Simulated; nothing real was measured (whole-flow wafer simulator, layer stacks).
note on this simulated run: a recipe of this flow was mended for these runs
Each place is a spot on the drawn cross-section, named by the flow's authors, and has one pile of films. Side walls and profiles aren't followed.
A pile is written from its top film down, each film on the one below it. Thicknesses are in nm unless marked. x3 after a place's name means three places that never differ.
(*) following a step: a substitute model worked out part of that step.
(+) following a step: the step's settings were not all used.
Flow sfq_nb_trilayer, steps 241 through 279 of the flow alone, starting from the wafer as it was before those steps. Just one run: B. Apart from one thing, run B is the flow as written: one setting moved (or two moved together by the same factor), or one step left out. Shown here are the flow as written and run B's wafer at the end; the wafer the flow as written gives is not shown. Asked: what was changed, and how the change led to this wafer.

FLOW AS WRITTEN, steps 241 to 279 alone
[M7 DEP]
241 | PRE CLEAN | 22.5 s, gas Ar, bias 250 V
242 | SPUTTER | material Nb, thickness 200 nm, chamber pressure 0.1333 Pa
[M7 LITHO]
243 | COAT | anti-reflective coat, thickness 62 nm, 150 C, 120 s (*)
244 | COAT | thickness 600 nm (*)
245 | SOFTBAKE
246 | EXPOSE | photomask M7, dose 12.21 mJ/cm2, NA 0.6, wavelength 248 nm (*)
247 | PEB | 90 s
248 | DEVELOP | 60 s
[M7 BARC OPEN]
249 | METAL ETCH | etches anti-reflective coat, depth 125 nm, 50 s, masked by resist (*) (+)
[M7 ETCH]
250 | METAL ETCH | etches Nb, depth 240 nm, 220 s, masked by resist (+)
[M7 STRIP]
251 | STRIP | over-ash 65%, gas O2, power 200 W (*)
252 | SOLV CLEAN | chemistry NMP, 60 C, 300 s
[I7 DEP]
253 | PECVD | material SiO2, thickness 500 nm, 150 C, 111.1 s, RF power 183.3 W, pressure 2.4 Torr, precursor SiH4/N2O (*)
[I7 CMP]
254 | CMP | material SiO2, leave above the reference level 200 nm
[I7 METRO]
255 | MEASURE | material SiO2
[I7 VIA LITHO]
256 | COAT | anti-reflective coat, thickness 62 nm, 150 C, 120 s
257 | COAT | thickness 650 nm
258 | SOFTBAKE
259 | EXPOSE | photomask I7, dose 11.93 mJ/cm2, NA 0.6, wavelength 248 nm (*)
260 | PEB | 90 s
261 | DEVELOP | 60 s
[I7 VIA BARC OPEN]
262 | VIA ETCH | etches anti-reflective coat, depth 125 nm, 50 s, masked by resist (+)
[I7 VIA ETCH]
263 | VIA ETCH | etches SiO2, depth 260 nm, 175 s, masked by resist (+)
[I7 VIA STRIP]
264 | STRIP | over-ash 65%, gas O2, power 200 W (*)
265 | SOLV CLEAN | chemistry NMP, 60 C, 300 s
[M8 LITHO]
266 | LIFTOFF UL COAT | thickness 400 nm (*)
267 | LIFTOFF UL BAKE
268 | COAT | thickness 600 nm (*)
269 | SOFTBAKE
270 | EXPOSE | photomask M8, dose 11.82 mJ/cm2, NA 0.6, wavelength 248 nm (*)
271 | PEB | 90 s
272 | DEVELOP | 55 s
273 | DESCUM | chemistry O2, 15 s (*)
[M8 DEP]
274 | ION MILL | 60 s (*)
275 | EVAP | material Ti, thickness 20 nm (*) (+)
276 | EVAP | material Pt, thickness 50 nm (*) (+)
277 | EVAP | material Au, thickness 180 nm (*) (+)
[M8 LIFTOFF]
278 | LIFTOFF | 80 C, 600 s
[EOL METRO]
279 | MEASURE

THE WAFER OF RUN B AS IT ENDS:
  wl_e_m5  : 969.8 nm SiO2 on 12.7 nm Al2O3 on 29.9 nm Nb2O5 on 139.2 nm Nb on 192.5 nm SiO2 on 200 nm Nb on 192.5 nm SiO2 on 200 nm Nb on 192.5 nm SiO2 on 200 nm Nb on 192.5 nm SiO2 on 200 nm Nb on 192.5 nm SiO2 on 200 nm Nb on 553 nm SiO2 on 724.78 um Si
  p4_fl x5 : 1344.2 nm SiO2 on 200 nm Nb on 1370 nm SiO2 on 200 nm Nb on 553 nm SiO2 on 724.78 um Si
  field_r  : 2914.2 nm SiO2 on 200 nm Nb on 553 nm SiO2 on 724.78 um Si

What caused this: step 242, SPUTTER: thickness 170 nm was run, though the flow has thickness 200 nm.

Step by step, how the change led to this:
  242 | SPUTTER | material Nb, thickness 200 nm, chamber pressure 0.1333 Pa
      field_l, v_sur, via_wl and 102 more: +170 Nb (new film) (it would be, as written: +200 Nb (new film))
      via_v: +135.9 Nb (it would be, as written: +159.9 Nb)
  250 | METAL ETCH | etches Nb, depth 240 nm, 220 s, masked by resist (+)
      field_l, field_r, lsp_l and 62 more: -170 Nb (all of it), -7 SiO2 (it would be, as written: -200 Nb (all of it), -4 SiO2)
  253 | PECVD | material SiO2, thickness 500 nm, 150 C, 111.1 s, RF power 183.3 W, pressure 2.4 Torr, precursor SiH4/N2O (*)
      m7r_space_l x2: +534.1 SiO2 (it would be, as written: +561.1 SiO2)
  254 | CMP | material SiO2, leave above the reference level 200 nm
      field_l, p4_fl x5, p4_w1 x9 and 44 more: -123 SiO2 (it would be, as written: -96 SiO2)
      field_r, lsp_l: -103.2 SiO2 (it would be, as written: -73.2 SiO2)
      (also at 2 further places)
